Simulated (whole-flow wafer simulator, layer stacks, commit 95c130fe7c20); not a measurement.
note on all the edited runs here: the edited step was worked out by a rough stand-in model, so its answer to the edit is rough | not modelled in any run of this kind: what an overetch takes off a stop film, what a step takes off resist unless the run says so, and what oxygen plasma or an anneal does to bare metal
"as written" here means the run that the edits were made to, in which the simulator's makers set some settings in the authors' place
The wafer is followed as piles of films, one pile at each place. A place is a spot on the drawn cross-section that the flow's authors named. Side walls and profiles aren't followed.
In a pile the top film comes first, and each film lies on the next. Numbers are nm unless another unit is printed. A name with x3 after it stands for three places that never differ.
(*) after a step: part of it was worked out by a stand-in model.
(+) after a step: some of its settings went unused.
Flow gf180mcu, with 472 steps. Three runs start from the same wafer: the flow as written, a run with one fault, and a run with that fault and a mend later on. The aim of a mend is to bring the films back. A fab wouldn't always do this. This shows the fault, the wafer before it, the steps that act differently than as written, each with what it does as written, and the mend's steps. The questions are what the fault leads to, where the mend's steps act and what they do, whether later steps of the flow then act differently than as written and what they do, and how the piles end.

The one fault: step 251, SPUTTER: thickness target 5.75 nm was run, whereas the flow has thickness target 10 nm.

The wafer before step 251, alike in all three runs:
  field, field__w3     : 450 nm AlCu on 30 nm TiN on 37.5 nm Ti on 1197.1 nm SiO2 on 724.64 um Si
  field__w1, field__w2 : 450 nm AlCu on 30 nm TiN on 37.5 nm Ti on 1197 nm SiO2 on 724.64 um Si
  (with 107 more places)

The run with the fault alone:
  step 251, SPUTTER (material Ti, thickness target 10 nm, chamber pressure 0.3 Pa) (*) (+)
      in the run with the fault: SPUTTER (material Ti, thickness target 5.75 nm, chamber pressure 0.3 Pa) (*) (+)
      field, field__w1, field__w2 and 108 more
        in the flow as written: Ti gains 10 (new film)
        in the run with the fault: Ti gains 5.75 (new film)
  Steps further on in the flow that do not act as written (5 more steps, not shown, differ only slightly: by at most 2% or 0.5 nm, whichever is larger):
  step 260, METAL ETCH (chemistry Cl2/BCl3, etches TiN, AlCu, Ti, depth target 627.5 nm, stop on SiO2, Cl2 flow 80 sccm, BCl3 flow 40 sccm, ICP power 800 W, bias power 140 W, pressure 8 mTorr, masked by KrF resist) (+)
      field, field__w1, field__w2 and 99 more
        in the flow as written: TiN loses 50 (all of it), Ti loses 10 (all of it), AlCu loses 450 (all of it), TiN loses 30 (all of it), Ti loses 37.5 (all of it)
        in the run with the fault: TiN loses 50 (all of it), Ti loses 5.75 (all of it), AlCu loses 450 (all of it), TiN loses 30 (all of it), Ti loses 37.5 (all of it)
  At field__w8, contact, m1 and 6 more, the piles at the end differ from the flow's by more than 2% or 0.5 nm, whichever is larger.
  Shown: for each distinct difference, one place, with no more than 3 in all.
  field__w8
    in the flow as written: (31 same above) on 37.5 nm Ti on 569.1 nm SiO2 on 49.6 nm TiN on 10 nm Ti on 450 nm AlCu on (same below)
    in the run with the fault: (31 same above) on 37.5 nm Ti on 573.4 nm SiO2 on 49.6 nm TiN on 5.75 nm Ti on 450 nm AlCu on (same below)
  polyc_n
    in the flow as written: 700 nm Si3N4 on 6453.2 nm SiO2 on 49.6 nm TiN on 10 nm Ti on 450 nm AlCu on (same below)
    in the run with the fault: 700 nm Si3N4 on 6457.4 nm SiO2 on 49.6 nm TiN on 5.75 nm Ti on 450 nm AlCu on (same below)
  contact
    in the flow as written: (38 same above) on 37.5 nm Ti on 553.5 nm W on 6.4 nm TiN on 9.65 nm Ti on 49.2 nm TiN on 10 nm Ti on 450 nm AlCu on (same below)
    in the run with the fault: (38 same above) on 37.5 nm Ti on 557.8 nm W on 6.39 nm TiN on 9.63 nm Ti on 49.2 nm TiN on 5.75 nm Ti on 450 nm AlCu on (same below)

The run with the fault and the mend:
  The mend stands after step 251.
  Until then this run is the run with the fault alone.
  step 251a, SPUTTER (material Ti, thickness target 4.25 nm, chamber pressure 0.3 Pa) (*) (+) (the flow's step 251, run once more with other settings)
      field, field__w1, field__w2 and 108 more
        Ti gains 4.25
  Later steps of the flow that are run all act as written at every place that is followed.
  At every place that both follow, the piles at the end match the flow's.
